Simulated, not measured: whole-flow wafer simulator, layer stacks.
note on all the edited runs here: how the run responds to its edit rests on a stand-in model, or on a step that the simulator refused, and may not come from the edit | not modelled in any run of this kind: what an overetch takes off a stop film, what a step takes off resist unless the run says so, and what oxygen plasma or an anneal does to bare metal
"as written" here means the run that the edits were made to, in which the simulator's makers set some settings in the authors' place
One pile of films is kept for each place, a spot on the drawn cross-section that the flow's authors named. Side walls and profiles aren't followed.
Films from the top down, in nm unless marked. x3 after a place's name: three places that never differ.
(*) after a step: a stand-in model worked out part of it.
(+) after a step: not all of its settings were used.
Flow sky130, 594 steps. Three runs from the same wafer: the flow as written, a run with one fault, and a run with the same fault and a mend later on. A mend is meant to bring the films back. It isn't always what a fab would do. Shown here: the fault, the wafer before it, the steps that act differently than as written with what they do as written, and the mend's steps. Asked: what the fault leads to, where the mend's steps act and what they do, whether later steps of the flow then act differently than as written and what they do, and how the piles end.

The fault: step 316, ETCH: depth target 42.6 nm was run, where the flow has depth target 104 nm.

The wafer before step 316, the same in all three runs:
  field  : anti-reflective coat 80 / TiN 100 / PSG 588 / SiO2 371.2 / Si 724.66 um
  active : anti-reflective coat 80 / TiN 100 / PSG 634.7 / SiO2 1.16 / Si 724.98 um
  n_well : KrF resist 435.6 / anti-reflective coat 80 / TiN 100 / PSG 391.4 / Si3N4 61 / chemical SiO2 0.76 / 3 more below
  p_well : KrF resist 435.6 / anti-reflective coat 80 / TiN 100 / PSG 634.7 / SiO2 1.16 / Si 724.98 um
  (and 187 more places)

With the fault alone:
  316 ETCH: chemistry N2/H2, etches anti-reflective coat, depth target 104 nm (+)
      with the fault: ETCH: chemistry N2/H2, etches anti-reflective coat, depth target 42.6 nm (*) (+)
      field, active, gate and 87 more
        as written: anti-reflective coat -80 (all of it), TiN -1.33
        with the fault: anti-reflective coat -42.6
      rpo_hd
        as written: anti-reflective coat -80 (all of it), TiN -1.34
        with the fault: anti-reflective coat -42.6
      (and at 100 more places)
  Later steps of the flow that act differently than as written (16 more steps differ only slightly, by at most 2% or 0.5 nm, whichever is larger, and aren't shown):
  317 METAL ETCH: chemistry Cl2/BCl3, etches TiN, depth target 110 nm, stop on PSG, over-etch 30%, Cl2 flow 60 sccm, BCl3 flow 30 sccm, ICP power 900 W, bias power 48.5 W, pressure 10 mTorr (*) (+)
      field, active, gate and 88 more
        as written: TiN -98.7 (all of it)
        with the fault: anti-reflective coat -37.4 (all of it), TiN -72.6
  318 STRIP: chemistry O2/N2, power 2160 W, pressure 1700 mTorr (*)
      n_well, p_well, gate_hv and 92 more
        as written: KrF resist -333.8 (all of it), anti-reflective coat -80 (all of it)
        with the fault: KrF resist -367.9 (all of it), anti-reflective coat -80 (all of it)
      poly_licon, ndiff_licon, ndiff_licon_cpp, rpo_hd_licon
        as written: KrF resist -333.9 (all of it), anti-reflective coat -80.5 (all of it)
        with the fault: KrF resist -368 (all of it), anti-reflective coat -80.5 (all of it)
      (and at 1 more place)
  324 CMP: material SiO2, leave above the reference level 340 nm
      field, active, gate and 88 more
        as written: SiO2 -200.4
        with the fault: SiO2 -227.4
  At the end the piles differ from the flow's by more than 2% or 0.5 nm, whichever is larger, at field, active, gate and 90 more.
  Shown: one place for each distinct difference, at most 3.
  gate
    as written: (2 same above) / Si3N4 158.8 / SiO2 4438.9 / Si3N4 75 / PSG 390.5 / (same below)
    with the fault: (2 same above) / Si3N4 158.8 / SiO2 4411.9 / Si3N4 75 / TiN 27 / PSG 390.5 / (same below)
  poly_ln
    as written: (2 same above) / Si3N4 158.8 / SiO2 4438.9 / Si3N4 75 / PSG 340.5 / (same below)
    with the fault: (2 same above) / Si3N4 158.8 / SiO2 4411.9 / Si3N4 75 / TiN 27 / PSG 340.5 / (same below)
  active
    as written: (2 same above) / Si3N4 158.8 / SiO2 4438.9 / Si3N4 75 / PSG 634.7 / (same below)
    with the fault: (2 same above) / Si3N4 158.8 / SiO2 4411.9 / Si3N4 75 / TiN 27 / PSG 634.7 / (same below)

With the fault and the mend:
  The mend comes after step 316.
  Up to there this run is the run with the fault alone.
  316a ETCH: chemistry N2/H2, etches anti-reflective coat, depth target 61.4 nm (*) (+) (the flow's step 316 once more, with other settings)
      n_well, p_well, gate_hv and 97 more
        KrF resist -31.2
      field, active, gate and 88 more
        anti-reflective coat -37.4 (all of it), TiN -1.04
  No later step of the flow acts differently than as written, at any place that is followed, by more than 2% or 0.5 nm, whichever is larger.
  At the end the piles are the same as the flow's at every place that both follow.
